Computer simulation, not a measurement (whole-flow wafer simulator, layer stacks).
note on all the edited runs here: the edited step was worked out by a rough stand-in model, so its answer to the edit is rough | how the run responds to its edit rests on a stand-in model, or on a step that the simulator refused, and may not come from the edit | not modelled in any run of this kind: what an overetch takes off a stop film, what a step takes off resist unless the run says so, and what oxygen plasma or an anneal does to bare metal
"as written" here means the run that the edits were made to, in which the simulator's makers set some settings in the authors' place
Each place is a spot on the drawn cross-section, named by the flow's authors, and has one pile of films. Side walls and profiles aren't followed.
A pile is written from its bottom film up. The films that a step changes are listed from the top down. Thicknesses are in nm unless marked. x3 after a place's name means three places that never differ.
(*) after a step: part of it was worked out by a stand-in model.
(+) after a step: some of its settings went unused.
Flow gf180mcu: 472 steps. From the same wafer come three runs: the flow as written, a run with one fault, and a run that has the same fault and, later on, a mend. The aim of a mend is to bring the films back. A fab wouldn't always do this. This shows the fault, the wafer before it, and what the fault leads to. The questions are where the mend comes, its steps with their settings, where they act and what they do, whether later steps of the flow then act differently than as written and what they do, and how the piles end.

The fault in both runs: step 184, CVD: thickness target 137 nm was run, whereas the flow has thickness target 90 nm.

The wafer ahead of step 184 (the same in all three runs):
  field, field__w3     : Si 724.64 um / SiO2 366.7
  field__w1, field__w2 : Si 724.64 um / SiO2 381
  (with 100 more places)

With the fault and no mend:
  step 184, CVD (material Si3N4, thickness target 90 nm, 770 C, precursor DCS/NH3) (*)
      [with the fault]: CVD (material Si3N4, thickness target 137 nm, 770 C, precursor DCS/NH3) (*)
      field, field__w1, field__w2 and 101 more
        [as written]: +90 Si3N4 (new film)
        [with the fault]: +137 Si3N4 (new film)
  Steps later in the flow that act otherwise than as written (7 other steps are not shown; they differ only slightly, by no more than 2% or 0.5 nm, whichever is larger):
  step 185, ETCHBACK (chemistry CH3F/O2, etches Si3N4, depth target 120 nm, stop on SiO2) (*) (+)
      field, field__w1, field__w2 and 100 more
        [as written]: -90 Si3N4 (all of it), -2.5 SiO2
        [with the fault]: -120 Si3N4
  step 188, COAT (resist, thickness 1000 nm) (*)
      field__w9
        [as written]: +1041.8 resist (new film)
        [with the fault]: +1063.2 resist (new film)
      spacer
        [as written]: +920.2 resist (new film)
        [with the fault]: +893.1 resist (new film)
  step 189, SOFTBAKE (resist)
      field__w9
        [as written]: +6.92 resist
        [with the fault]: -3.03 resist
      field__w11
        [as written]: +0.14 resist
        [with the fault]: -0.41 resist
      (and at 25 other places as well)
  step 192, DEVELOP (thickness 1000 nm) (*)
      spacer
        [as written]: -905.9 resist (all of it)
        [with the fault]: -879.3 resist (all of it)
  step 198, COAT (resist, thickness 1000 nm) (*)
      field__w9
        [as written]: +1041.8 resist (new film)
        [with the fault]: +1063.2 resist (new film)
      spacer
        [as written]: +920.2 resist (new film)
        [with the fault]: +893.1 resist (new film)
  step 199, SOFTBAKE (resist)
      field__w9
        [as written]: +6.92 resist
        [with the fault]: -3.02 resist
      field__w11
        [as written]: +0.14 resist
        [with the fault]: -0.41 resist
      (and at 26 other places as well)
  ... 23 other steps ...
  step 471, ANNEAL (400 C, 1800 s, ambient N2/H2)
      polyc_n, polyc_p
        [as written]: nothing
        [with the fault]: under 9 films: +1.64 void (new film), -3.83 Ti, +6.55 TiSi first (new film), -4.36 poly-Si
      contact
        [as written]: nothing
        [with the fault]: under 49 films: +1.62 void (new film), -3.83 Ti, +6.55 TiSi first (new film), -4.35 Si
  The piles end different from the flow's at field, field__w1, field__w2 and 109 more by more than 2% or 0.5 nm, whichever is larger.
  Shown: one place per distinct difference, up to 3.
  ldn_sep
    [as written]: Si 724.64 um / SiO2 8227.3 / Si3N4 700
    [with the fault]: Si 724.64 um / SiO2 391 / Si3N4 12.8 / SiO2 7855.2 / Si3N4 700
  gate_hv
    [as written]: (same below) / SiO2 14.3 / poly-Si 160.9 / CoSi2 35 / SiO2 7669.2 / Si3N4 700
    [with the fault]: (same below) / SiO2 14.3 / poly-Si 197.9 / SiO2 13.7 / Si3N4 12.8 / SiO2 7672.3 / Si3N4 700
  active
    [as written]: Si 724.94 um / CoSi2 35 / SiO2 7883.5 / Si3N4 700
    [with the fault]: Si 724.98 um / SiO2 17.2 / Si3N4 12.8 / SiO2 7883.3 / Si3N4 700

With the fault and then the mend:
  The mend stands after step 184.
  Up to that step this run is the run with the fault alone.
  step 185, ETCHBACK (chemistry CH3F/O2, etches Si3N4, depth target 167 nm, stop on SiO2) (*) (+) (the flow's step 185; as written it has depth target 120 nm)
      field, field__w1, field__w2 and 100 more
        -137 Si3N4 (all of it), -2.5 SiO2
  Steps later in the flow that act otherwise than as written (6 other steps are not shown; they differ only slightly, by no more than 2% or 0.5 nm, whichever is larger):
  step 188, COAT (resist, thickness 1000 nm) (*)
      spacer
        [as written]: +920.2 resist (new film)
        [with the mend]: +873.5 resist (new film)
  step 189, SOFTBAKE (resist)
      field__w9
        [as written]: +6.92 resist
        [with the mend]: -2.98 resist
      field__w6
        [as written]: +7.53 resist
        [with the mend]: +8.13 resist
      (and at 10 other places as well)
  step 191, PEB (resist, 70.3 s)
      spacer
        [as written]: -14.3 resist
        [with the mend]: -13.4 resist
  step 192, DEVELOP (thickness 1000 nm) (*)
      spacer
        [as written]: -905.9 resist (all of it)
        [with the mend]: -860.1 resist (all of it)
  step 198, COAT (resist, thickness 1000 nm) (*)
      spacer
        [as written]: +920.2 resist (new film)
        [with the mend]: +873.5 resist (new film)
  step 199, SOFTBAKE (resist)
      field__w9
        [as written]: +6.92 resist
        [with the mend]: -2.98 resist
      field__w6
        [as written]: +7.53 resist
        [with the mend]: +8.13 resist
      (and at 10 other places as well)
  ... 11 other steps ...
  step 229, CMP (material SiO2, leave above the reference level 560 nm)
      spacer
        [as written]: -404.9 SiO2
        [with the mend]: -451.9 SiO2
  The piles end different from the flow's at spacer, sd_p, ld_sd_n, ld_drn_n, ld_sd_p, ld_drn_p by more than 2% or 0.5 nm, whichever is larger.
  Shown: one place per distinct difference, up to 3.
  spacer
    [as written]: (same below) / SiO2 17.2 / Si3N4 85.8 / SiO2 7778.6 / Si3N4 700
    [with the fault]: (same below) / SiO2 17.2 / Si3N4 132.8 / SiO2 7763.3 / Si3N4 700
    [with the mend]: (same below) / SiO2 17.2 / Si3N4 132.8 / SiO2 7731.6 / Si3N4 700
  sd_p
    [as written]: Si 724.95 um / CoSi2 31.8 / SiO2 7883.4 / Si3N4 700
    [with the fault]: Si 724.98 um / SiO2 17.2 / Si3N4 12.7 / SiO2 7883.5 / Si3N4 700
    [with the mend]: Si 724.95 um / CoSi2 30.9 / SiO2 7883.4 / Si3N4 700
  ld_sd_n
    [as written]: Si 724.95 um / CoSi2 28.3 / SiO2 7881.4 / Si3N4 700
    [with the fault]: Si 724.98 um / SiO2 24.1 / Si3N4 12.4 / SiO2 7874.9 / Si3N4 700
    [with the mend]: Si 724.95 um / CoSi2 27.4 / SiO2 7881.4 / Si3N4 700
